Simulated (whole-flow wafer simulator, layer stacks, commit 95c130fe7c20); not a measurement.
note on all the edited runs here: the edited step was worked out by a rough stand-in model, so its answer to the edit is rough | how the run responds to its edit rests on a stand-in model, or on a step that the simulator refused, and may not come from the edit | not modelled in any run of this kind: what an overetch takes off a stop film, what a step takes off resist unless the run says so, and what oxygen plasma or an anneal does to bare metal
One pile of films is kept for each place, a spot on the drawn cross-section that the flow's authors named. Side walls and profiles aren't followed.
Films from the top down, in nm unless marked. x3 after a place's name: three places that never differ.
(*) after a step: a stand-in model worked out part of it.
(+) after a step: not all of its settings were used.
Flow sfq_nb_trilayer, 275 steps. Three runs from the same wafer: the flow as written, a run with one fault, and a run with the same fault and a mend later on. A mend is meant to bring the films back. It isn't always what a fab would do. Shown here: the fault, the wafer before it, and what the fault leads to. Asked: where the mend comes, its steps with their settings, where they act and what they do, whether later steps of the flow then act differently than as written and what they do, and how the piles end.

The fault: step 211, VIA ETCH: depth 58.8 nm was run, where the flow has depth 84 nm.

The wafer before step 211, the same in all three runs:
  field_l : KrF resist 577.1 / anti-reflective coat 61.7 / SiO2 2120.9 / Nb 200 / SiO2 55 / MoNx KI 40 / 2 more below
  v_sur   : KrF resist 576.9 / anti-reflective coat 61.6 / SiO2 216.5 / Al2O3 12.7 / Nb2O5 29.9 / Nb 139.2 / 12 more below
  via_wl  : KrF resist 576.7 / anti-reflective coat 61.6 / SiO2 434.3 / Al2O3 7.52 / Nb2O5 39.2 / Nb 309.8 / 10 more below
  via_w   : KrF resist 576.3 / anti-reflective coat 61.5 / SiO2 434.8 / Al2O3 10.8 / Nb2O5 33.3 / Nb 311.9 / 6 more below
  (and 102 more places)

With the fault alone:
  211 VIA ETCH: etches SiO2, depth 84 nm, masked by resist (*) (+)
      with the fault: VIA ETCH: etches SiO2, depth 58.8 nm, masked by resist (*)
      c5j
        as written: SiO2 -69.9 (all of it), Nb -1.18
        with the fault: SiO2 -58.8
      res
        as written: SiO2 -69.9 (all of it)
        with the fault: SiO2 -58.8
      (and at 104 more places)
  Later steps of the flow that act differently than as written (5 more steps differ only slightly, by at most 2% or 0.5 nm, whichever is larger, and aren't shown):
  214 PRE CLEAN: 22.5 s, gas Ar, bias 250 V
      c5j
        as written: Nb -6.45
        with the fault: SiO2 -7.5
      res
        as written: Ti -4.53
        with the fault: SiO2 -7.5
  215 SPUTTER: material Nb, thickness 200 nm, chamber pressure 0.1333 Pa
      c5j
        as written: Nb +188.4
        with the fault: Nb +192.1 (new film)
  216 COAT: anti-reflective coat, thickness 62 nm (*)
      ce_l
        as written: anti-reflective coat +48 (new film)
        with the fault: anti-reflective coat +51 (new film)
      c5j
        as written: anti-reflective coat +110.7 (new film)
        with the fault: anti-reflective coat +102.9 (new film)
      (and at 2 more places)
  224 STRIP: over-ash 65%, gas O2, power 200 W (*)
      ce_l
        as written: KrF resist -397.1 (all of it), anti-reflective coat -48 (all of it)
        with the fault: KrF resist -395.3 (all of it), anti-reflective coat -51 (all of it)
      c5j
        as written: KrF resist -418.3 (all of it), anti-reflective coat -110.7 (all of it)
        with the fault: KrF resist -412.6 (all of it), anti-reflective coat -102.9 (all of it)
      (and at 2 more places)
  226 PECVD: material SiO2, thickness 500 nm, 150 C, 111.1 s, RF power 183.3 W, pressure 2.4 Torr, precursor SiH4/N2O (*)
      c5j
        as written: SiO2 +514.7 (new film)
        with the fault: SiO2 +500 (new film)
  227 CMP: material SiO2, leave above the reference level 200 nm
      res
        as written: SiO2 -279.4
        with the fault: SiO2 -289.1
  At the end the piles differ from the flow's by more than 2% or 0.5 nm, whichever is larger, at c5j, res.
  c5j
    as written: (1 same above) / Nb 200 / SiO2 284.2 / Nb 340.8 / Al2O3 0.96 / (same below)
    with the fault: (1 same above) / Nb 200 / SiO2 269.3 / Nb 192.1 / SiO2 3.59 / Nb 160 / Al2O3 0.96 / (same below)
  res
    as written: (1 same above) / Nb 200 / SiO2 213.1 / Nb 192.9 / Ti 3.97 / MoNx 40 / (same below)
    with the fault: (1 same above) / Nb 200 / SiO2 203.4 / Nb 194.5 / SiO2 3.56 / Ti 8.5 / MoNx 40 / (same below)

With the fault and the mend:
  The mend comes after step 211.
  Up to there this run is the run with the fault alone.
  211a VIA ETCH: etches SiO2, depth 25.2 nm, masked by resist (*) (+) (the flow's step 211 once more, with other settings)
      field_l, v_sur, via_wl and 101 more
        KrF resist -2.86
      c5j
        SiO2 -11.1 (all of it), Nb -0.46
      res
        SiO2 -11.1 (all of it)
  No later step of the flow acts differently than as written, at any place that is followed, by more than 2% or 0.5 nm, whichever is larger.
  At the end the piles differ from the flow's only slightly at the places that both follow, by at most 2% or 0.5 nm, whichever is larger.
